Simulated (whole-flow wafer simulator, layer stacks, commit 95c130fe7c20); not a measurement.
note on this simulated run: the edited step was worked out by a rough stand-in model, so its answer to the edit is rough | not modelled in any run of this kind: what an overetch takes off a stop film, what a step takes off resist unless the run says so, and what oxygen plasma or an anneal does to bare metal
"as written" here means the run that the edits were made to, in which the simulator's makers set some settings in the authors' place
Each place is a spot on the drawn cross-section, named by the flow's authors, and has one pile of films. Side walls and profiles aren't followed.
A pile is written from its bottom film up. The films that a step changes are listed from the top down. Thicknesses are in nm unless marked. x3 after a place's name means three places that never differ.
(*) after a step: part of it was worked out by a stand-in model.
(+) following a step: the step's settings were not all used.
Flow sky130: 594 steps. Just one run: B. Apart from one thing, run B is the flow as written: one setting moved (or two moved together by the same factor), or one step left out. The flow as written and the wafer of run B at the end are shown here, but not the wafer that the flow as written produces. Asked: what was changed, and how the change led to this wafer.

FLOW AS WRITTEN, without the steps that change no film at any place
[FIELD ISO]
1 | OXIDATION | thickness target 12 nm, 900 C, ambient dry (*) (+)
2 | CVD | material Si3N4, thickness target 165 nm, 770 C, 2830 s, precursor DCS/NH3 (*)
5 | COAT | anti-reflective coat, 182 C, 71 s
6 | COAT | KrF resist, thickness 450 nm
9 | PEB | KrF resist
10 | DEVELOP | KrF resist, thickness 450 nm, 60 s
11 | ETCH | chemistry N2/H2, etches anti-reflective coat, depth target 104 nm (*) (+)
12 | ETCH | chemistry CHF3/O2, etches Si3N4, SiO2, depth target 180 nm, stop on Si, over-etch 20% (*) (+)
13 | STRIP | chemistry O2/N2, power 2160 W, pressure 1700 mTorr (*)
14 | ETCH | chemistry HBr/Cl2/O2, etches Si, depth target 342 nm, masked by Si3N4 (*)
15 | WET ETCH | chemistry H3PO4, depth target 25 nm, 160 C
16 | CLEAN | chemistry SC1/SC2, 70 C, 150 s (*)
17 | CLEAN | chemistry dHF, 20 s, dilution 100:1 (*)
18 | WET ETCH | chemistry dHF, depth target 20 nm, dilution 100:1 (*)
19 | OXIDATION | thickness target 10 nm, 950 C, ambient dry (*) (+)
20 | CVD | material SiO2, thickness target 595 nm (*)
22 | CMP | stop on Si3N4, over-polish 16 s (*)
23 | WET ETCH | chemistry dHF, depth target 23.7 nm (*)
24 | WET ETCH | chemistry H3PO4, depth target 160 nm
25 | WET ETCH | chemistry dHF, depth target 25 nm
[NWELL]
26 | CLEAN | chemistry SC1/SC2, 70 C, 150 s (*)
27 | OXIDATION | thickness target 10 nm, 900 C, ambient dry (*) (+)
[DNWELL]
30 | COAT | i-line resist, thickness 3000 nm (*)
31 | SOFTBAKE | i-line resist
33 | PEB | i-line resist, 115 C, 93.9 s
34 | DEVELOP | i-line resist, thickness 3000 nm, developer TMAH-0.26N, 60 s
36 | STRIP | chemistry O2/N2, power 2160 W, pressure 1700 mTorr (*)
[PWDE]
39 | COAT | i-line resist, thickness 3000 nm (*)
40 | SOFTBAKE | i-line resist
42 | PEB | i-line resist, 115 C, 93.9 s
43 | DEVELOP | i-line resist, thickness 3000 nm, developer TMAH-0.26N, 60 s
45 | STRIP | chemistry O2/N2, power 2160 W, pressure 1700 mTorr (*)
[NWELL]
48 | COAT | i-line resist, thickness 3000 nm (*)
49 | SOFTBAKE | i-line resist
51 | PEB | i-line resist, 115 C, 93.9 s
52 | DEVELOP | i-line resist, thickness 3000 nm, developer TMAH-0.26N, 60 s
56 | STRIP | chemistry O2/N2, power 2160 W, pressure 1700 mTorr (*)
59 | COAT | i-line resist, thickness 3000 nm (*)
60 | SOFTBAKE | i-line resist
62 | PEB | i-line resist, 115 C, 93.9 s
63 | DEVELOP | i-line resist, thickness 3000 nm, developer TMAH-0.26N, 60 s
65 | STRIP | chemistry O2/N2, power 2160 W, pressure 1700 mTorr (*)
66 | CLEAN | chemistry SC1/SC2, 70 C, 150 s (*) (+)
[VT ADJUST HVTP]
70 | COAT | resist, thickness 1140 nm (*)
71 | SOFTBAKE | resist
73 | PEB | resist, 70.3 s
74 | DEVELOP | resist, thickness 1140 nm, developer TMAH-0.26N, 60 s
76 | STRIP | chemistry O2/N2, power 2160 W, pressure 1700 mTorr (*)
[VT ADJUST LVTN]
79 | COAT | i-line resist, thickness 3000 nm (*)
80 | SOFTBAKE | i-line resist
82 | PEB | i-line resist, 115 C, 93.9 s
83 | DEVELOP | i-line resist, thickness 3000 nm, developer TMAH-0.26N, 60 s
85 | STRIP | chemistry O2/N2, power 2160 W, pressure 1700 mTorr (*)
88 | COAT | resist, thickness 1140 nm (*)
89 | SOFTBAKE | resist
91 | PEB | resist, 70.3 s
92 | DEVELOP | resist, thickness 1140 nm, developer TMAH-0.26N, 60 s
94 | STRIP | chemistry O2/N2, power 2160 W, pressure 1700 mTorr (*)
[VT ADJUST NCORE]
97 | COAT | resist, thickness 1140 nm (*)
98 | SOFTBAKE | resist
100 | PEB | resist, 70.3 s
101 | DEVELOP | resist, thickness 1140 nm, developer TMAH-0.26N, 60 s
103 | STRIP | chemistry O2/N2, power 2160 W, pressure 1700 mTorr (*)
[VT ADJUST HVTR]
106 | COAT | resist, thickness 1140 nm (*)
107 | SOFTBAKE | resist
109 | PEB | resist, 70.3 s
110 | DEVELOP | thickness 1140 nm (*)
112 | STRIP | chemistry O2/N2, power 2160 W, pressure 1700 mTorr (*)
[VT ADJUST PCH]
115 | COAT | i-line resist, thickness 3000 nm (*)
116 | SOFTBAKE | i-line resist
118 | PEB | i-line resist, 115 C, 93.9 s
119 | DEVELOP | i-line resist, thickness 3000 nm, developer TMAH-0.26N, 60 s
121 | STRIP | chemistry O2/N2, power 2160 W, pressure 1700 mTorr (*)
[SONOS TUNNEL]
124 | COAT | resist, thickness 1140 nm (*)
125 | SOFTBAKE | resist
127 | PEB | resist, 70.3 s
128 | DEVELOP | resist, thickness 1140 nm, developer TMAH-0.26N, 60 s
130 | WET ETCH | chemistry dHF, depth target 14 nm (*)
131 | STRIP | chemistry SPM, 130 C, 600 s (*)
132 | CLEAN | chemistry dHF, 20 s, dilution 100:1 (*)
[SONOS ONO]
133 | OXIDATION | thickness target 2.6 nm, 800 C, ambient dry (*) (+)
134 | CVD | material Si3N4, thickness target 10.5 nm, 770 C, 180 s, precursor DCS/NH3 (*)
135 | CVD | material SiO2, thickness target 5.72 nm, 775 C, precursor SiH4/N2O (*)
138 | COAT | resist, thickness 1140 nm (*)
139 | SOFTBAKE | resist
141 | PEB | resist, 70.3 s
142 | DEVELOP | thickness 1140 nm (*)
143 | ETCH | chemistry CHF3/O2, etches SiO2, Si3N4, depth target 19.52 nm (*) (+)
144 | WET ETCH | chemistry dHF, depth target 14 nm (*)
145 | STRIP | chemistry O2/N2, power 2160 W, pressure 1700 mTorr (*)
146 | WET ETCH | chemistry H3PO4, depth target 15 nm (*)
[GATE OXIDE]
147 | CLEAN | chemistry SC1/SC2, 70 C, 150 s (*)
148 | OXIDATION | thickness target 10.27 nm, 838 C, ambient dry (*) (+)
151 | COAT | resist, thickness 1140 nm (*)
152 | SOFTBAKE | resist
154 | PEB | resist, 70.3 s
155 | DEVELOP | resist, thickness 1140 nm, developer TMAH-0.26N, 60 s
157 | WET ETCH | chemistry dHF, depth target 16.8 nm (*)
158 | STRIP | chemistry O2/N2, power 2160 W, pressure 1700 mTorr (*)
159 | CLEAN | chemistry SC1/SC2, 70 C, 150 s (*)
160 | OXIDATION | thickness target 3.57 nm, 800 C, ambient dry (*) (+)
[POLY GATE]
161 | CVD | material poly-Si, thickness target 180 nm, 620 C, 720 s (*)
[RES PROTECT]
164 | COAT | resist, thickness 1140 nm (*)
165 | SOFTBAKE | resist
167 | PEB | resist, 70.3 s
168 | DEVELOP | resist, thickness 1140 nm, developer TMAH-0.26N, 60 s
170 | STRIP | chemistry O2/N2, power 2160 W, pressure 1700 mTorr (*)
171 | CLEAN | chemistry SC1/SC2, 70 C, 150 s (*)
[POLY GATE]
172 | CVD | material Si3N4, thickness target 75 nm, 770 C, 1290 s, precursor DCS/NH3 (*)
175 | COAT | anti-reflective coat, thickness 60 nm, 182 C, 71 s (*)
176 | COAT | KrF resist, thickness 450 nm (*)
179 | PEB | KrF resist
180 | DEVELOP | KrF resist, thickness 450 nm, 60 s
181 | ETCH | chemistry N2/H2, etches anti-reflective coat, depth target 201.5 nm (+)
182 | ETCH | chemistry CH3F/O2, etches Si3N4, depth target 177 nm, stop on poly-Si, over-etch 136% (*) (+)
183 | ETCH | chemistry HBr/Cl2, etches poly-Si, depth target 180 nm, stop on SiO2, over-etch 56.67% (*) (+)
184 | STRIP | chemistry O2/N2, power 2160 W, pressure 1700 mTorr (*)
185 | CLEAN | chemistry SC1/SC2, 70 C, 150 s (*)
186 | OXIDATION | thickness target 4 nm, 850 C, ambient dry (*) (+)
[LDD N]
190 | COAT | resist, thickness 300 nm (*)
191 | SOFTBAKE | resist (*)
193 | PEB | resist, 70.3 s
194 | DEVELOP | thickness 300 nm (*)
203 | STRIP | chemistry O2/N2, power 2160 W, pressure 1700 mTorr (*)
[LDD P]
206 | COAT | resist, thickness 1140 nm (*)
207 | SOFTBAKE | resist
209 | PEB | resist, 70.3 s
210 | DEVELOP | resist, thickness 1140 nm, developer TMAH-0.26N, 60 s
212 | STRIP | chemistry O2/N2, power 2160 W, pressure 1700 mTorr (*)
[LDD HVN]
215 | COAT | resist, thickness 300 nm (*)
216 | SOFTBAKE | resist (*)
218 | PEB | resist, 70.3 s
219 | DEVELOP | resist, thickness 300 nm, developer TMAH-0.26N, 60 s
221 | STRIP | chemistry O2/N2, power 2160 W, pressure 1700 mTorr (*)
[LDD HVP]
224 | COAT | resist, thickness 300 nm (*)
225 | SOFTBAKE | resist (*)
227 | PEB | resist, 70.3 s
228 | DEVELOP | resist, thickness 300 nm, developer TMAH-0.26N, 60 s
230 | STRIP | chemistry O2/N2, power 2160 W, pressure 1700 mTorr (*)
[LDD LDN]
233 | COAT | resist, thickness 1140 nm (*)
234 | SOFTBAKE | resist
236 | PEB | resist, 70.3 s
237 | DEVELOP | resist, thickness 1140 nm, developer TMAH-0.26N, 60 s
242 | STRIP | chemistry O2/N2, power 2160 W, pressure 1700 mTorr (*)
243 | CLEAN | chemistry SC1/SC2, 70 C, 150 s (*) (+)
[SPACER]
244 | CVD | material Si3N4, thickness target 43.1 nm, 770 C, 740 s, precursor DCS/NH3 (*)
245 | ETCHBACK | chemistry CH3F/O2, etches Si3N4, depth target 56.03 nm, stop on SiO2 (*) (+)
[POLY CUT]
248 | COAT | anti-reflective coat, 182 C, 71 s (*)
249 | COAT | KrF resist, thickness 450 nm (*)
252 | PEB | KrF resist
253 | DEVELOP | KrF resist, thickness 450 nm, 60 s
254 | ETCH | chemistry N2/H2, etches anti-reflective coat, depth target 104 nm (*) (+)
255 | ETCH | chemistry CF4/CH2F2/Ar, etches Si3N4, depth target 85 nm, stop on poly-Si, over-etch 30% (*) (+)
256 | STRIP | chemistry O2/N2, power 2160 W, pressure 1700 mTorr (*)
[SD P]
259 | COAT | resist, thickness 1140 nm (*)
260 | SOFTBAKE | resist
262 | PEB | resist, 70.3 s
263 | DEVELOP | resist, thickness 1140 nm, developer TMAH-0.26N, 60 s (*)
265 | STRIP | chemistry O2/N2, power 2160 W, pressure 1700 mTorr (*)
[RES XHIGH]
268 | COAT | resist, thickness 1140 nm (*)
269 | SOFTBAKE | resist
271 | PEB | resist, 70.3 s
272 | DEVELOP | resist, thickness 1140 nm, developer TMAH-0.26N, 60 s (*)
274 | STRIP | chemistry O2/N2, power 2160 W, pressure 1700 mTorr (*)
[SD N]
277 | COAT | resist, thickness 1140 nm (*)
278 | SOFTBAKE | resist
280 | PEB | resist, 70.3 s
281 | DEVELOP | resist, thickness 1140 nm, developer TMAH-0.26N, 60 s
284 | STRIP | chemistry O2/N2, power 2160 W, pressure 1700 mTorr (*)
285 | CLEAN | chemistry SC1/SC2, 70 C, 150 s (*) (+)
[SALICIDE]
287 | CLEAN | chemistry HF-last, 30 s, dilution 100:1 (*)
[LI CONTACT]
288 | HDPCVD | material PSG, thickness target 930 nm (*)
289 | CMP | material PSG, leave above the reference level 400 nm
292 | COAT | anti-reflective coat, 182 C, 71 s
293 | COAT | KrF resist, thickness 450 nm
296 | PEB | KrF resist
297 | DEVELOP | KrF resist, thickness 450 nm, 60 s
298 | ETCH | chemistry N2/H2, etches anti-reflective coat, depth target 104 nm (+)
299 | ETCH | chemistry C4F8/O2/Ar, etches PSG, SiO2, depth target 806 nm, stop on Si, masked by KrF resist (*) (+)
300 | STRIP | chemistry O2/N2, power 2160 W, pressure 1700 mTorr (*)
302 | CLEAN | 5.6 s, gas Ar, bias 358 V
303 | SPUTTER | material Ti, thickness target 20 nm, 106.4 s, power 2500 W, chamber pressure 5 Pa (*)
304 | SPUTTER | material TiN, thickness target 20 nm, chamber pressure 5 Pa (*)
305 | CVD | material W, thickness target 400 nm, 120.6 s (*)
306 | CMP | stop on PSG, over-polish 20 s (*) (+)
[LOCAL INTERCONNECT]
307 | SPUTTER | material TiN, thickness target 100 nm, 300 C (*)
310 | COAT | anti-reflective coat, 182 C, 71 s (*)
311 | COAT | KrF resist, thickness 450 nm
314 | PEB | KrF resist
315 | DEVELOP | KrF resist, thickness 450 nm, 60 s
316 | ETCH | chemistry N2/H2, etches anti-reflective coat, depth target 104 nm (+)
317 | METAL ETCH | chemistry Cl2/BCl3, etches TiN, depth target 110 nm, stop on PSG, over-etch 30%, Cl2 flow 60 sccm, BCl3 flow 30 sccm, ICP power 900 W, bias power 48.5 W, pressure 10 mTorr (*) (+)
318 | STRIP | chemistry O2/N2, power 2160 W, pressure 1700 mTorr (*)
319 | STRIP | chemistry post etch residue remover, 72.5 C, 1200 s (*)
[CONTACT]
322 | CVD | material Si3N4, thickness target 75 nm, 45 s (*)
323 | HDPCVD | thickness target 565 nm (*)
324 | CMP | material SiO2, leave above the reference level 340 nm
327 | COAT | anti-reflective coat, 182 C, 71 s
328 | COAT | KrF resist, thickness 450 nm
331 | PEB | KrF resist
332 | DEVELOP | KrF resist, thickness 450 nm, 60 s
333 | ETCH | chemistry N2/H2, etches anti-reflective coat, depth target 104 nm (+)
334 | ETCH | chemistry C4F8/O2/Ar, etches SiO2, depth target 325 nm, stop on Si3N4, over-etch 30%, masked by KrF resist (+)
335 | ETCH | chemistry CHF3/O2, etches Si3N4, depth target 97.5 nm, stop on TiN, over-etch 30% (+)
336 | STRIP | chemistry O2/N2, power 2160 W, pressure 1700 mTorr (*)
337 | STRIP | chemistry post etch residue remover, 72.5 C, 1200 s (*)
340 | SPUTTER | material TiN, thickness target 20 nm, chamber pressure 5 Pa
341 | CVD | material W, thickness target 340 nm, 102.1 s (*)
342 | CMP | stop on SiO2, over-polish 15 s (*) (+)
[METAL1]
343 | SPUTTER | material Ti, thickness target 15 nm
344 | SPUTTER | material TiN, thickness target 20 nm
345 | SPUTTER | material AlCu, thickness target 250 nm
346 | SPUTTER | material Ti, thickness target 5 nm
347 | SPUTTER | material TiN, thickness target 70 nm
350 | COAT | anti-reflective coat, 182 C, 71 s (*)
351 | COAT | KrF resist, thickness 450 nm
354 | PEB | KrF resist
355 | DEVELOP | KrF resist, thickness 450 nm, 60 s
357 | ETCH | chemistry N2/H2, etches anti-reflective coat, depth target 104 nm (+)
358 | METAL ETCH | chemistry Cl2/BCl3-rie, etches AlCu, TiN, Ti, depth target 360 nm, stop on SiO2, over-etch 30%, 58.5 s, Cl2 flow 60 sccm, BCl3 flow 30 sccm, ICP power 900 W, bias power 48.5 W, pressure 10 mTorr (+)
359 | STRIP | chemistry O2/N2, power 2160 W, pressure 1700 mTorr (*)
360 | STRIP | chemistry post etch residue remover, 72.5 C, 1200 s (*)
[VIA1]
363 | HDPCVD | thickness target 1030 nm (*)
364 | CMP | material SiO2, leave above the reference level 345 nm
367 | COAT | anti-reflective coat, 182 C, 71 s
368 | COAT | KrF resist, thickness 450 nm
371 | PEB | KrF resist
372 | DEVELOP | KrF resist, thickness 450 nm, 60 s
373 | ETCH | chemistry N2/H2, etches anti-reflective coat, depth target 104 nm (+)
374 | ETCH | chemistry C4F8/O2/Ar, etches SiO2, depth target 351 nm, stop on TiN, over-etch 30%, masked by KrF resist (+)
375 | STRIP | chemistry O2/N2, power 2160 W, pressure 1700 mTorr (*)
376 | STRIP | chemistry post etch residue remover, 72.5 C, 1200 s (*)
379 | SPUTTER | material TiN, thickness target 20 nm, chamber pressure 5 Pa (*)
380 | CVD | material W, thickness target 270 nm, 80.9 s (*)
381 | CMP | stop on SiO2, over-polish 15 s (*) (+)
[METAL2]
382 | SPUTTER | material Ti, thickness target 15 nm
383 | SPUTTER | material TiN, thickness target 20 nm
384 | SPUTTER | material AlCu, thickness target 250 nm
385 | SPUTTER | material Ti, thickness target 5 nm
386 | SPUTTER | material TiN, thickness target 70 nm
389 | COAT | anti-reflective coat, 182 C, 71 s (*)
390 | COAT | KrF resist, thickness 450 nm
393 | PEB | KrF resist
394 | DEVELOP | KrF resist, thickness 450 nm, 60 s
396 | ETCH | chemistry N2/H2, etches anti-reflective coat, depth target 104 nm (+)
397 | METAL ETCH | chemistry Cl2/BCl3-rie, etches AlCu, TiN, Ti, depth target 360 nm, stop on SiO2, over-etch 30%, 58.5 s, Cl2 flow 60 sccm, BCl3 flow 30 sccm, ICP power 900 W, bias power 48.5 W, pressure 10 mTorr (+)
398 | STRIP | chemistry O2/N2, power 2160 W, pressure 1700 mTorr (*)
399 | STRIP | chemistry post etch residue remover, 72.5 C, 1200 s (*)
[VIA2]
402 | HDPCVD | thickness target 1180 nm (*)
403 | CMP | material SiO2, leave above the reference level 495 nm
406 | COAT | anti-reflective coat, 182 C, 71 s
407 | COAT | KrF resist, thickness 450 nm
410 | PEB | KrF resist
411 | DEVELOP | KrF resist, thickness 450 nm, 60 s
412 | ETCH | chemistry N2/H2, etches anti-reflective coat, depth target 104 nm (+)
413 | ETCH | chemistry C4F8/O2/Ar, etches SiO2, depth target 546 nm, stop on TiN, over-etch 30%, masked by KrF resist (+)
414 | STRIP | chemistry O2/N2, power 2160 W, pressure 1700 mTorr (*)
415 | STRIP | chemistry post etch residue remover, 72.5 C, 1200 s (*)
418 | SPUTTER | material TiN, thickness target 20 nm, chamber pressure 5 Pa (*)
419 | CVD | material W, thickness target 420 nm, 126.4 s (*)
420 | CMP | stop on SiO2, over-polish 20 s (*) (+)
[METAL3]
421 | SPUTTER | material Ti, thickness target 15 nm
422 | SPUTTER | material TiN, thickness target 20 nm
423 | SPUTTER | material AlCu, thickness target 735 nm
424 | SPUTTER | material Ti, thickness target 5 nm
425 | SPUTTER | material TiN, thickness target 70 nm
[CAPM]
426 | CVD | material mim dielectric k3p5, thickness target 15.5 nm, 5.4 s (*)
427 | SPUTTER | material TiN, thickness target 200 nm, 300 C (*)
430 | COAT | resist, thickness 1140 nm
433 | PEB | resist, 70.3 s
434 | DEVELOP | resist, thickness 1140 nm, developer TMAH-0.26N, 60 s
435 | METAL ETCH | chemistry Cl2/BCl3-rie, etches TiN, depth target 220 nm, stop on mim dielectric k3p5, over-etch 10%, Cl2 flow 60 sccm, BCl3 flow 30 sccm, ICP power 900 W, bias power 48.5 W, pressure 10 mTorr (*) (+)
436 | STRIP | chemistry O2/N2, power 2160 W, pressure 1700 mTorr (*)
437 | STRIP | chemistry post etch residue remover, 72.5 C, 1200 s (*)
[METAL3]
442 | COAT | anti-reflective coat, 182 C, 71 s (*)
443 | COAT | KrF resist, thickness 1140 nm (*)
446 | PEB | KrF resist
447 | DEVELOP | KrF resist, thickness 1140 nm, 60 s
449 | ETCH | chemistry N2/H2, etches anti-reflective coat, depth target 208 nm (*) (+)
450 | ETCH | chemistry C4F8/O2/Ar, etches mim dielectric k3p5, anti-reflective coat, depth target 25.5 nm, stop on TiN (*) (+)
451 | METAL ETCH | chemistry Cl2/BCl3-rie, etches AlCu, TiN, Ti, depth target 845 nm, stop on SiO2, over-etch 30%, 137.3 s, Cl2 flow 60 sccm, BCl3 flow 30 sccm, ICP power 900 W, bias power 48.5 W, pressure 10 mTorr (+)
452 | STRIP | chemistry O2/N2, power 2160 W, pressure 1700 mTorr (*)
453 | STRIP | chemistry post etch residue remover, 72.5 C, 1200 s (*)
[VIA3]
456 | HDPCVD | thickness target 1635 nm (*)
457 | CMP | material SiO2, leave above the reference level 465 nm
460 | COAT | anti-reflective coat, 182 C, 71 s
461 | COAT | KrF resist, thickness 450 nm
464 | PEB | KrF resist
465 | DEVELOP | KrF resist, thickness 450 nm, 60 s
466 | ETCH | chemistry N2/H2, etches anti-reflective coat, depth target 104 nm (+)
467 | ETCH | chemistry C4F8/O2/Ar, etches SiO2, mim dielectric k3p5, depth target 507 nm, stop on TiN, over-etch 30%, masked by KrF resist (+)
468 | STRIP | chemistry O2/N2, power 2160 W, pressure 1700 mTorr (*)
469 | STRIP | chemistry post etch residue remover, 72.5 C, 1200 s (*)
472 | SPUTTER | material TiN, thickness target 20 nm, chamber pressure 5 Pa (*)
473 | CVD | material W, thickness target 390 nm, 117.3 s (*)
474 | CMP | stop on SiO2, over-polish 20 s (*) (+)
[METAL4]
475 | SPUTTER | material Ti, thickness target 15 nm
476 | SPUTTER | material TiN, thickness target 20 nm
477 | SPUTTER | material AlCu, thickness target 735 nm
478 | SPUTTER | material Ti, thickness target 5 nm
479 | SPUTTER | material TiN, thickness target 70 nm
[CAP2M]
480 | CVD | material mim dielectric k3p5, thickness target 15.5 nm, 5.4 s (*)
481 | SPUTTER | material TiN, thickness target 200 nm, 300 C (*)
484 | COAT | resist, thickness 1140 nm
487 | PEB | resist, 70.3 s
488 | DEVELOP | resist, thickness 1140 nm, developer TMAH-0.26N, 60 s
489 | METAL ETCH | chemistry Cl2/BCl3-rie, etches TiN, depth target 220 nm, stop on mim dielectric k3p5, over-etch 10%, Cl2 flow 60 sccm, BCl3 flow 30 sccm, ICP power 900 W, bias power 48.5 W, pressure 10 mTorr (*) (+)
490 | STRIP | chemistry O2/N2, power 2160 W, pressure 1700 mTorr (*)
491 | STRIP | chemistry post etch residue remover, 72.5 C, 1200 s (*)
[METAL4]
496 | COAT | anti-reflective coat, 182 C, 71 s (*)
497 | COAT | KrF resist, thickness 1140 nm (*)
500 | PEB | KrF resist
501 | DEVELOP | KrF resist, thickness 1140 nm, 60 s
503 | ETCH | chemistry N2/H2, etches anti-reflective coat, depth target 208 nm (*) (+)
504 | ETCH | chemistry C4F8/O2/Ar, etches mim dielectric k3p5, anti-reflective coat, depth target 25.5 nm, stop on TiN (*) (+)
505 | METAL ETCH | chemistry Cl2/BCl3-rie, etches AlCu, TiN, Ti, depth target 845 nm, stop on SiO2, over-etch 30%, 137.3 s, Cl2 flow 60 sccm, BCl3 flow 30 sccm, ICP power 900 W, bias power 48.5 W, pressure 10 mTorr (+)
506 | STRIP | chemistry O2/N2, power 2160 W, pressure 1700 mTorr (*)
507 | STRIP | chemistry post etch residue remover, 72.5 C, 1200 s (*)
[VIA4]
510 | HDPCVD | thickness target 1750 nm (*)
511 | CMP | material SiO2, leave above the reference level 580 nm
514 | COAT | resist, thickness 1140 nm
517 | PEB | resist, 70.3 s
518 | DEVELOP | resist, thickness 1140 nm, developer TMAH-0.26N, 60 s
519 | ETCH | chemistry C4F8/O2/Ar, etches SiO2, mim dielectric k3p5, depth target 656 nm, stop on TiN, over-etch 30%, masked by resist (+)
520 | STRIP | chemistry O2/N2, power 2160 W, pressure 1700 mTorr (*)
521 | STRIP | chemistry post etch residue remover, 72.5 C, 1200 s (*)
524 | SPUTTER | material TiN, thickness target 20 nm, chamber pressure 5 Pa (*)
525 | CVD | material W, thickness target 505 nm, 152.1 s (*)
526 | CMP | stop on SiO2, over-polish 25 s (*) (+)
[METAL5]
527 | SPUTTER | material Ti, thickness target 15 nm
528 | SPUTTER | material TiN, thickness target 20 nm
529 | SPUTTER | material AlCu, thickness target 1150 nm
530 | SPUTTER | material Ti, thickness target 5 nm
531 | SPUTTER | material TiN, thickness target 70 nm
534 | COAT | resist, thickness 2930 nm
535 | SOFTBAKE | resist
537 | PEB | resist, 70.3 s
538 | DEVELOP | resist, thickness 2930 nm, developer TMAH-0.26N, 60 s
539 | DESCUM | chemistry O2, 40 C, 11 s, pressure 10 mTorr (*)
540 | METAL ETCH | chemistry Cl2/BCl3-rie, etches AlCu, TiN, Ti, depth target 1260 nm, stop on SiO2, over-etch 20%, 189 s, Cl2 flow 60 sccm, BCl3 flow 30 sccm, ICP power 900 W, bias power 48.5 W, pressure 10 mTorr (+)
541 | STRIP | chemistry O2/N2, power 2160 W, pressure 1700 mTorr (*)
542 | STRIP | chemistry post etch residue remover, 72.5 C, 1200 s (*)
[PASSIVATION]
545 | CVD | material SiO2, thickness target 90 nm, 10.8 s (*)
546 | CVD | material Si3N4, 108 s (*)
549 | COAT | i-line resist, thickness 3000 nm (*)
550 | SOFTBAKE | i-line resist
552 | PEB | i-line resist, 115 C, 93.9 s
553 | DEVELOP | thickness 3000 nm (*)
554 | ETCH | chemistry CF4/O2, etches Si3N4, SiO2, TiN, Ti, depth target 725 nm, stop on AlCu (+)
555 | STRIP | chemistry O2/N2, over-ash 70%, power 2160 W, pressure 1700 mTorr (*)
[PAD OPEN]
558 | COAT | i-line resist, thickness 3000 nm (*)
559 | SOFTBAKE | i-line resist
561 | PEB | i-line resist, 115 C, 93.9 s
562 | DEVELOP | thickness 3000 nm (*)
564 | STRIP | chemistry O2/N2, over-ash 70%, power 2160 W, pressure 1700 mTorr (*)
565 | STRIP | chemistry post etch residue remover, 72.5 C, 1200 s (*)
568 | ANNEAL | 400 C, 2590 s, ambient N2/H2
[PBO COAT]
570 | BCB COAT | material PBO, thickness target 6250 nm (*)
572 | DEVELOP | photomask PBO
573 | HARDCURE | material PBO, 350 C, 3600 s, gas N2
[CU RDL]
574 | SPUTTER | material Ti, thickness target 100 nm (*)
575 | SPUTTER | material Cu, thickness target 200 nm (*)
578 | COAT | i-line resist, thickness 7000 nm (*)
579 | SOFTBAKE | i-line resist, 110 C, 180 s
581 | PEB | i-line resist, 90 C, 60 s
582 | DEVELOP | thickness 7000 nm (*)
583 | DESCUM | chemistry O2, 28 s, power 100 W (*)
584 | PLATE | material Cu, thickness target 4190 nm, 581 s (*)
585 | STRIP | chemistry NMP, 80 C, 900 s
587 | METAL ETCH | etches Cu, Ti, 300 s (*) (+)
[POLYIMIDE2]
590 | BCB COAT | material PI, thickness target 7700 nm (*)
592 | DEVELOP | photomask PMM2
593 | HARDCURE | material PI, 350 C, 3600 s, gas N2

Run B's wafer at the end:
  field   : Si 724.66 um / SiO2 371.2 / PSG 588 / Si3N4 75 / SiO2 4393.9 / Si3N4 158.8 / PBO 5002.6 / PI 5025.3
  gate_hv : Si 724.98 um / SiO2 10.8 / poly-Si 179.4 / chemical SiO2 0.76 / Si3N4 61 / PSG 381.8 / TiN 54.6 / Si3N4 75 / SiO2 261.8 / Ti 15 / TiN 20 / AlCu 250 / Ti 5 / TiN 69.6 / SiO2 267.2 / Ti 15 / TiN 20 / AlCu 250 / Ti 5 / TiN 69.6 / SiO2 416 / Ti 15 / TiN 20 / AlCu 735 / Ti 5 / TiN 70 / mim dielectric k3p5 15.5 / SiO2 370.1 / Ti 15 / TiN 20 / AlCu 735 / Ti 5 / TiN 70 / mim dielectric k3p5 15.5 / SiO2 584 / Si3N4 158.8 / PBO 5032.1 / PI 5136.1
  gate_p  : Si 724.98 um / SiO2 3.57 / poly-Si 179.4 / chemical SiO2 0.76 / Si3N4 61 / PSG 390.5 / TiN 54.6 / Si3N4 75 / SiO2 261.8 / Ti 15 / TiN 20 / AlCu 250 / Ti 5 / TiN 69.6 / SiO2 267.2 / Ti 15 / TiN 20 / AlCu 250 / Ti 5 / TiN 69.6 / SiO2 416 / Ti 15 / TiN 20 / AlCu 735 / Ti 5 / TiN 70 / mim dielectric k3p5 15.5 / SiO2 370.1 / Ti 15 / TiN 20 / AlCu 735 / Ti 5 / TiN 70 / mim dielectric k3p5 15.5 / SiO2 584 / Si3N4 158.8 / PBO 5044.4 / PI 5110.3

The reason: step 307, SPUTTER: thickness target 55 nm was run, while the flow as written has thickness target 100 nm.

How this came from the change, step by step:
  307 | SPUTTER | material TiN, thickness target 100 nm, 300 C (*)
      field, active, n_well and 188 more: +55 TiN (new film) (it would be, as written: +100 TiN (new film))
  317 | METAL ETCH | chemistry Cl2/BCl3, etches TiN, depth target 110 nm, stop on PSG, over-etch 30%, Cl2 flow 60 sccm, BCl3 flow 30 sccm, ICP power 900 W, bias power 48.5 W, pressure 10 mTorr (*) (+)
      n_well, p_well, gate_hv and 97 more: -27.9 KrF resist (it would be, as written: -44 KrF resist)
      field, active, gate and 88 more: -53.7 TiN (all of it) (it would be, as written: -98.7 TiN (all of it))
  318 | STRIP | chemistry O2/N2, power 2160 W, pressure 1700 mTorr (*)
      n_well, p_well, gate_hv and 93 more: -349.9 KrF resist (all of it), -80 anti-reflective coat (all of it) (it would be, as written: -333.8 KrF resist (all of it), -80 anti-reflective coat (all of it))
      poly_licon, ndiff_licon, ndiff_licon_cpp, rpo_hd_licon: -350 KrF resist (all of it), -80.5 anti-reflective coat (all of it) (it would be, as written: -333.9 KrF resist (all of it), -80.5 anti-reflective coat (all of it))
  324 | CMP | material SiO2, leave above the reference level 340 nm
      field, active, gate and 88 more: -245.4 SiO2 (it would be, as written: -200.4 SiO2)
